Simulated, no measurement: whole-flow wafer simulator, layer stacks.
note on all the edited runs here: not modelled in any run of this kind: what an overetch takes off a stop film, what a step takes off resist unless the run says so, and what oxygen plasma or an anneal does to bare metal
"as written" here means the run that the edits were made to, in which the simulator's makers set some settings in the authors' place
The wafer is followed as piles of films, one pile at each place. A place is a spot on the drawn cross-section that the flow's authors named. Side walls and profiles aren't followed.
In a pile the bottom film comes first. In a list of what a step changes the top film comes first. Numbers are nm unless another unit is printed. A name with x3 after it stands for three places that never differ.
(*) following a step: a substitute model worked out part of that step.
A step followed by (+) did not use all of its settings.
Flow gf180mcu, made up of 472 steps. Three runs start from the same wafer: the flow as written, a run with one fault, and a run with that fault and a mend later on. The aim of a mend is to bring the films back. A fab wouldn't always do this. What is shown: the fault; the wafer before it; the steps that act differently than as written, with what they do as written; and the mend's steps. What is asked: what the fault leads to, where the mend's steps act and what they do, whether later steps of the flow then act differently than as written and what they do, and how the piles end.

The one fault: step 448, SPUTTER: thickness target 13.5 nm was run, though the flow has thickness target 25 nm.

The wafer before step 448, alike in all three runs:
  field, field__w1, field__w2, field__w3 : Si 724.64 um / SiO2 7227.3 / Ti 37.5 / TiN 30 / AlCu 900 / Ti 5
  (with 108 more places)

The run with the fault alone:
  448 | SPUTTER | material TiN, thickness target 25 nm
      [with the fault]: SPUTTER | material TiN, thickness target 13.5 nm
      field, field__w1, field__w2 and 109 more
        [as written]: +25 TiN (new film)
        [with the fault]: +13.5 TiN (new film)
  Later steps of the flow acting differently than as written (5 other steps are not shown; they differ only slightly, by no more than 2% or 0.5 nm, whichever is larger):
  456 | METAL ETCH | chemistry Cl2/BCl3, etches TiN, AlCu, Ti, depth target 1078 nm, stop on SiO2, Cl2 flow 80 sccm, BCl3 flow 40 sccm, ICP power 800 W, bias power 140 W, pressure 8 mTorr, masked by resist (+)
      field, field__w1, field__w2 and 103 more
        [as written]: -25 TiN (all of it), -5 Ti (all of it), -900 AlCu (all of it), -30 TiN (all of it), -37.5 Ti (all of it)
        [with the fault]: -13.5 TiN (all of it), -5 Ti (all of it), -900 AlCu (all of it), -30 TiN (all of it), -37.5 Ti (all of it)
  By the end, the piles at field__w8, contact, m1, m1__w1, pad, m1_nw depart from the flow's by more than 2% or 0.5 nm, whichever is larger.
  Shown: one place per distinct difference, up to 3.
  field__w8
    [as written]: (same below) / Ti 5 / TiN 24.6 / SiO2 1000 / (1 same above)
    [with the fault]: (same below) / Ti 5 / TiN 13.1 / SiO2 1000 / (1 same above)
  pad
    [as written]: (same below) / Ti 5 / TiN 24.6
    [with the fault]: (same below) / Ti 5 / TiN 13.1

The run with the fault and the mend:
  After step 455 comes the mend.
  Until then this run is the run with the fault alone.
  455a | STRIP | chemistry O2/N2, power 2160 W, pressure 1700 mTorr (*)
      field__w8, contact, m1, m1__w1, pad, m1_nw
        -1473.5 resist (all of it)
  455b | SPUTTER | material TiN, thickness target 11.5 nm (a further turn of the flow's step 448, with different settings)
      field, field__w1, field__w2 and 109 more
        +11.5 TiN
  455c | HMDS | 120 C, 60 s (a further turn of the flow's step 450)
      leaves every film unchanged at each place that is followed
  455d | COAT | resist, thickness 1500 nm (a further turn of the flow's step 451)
      field, field__w1, field__w2 and 109 more
        +1500 resist (new film)
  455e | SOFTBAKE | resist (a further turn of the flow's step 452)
      leaves every film unchanged at each place that is followed
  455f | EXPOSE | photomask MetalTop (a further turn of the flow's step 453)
      leaves every film unchanged at each place that is followed
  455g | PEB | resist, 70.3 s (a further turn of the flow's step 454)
      field, field__w1, field__w2 and 109 more
        -26.5 resist
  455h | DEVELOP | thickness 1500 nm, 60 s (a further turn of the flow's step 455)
      field, field__w1, field__w2 and 103 more
        -1473.5 resist (all of it)
  None of the later steps of the flow acts differently than as written at any place that is followed.
  At every place that both follow, the piles at the end match the flow's.
